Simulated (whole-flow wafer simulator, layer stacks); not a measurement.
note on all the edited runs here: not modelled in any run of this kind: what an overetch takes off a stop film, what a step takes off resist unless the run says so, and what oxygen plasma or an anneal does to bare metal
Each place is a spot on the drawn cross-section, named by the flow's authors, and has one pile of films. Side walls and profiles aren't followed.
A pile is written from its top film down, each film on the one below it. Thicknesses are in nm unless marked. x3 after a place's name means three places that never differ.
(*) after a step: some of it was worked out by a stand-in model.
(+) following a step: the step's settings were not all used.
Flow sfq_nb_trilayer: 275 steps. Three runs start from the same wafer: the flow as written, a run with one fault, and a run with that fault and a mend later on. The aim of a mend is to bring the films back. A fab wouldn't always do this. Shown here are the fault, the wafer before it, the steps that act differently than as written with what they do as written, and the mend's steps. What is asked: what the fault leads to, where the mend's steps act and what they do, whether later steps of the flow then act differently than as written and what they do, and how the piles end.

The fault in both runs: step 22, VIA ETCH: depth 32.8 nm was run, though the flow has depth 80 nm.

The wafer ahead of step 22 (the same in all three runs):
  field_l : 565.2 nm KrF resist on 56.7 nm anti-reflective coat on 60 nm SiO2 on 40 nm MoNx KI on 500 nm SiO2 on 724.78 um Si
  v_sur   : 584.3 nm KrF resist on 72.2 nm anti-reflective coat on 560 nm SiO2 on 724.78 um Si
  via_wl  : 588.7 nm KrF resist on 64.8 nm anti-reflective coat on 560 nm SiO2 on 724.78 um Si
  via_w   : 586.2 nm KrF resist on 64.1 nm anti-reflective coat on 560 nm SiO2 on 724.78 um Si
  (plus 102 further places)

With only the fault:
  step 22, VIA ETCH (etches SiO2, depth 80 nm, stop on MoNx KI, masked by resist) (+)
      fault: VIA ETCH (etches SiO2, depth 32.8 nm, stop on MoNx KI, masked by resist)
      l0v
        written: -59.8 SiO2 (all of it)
        fault: -32.8 SiO2
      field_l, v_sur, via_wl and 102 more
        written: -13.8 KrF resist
        fault: -5.66 KrF resist
  Steps later in the flow that act otherwise than as written (7 other steps are not shown; they differ only slightly, by no more than 2% or 0.5 nm, whichever is larger):
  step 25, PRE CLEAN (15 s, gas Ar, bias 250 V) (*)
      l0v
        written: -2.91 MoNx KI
        fault: -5 SiO2
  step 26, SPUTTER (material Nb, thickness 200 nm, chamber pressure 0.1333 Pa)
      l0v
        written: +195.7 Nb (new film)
        fault: +200 Nb (new film)
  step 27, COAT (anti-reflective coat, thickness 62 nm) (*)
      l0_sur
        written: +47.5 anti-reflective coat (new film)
        fault: +50.3 anti-reflective coat (new film)
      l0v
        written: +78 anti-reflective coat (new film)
        fault: +70.2 anti-reflective coat (new film)
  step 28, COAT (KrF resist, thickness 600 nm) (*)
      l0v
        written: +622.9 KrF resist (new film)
        fault: +607.4 KrF resist (new film)
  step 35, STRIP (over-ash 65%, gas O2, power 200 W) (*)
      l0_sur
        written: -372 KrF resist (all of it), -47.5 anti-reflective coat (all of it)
        fault: -373.5 KrF resist (all of it), -50.3 anti-reflective coat (all of it)
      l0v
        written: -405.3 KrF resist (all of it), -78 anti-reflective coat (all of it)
        fault: -389.7 KrF resist (all of it), -70.2 anti-reflective coat (all of it)
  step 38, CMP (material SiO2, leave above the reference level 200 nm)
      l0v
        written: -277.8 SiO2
        fault: -307 SiO2
  The piles end different from the flow's at l0v by more than 2% or 0.5 nm, whichever is larger.
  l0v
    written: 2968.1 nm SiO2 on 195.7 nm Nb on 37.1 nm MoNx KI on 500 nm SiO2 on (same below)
    fault: 2938.8 nm SiO2 on 200 nm Nb on 22 nm SiO2 on 40 nm MoNx KI on 500 nm SiO2 on (same below)

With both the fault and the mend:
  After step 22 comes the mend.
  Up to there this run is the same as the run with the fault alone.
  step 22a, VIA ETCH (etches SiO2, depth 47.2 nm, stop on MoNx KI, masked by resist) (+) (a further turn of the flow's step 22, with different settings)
      field_l, v_sur, via_wl and 102 more
        -7 KrF resist
      l0v
        -27 SiO2 (all of it)
  Later steps of the flow that are run all act as written at every place that is followed, up to a difference of at most 2% or 0.5 nm, whichever is larger.
  At every place that both follow, the piles at the end match the flow's.
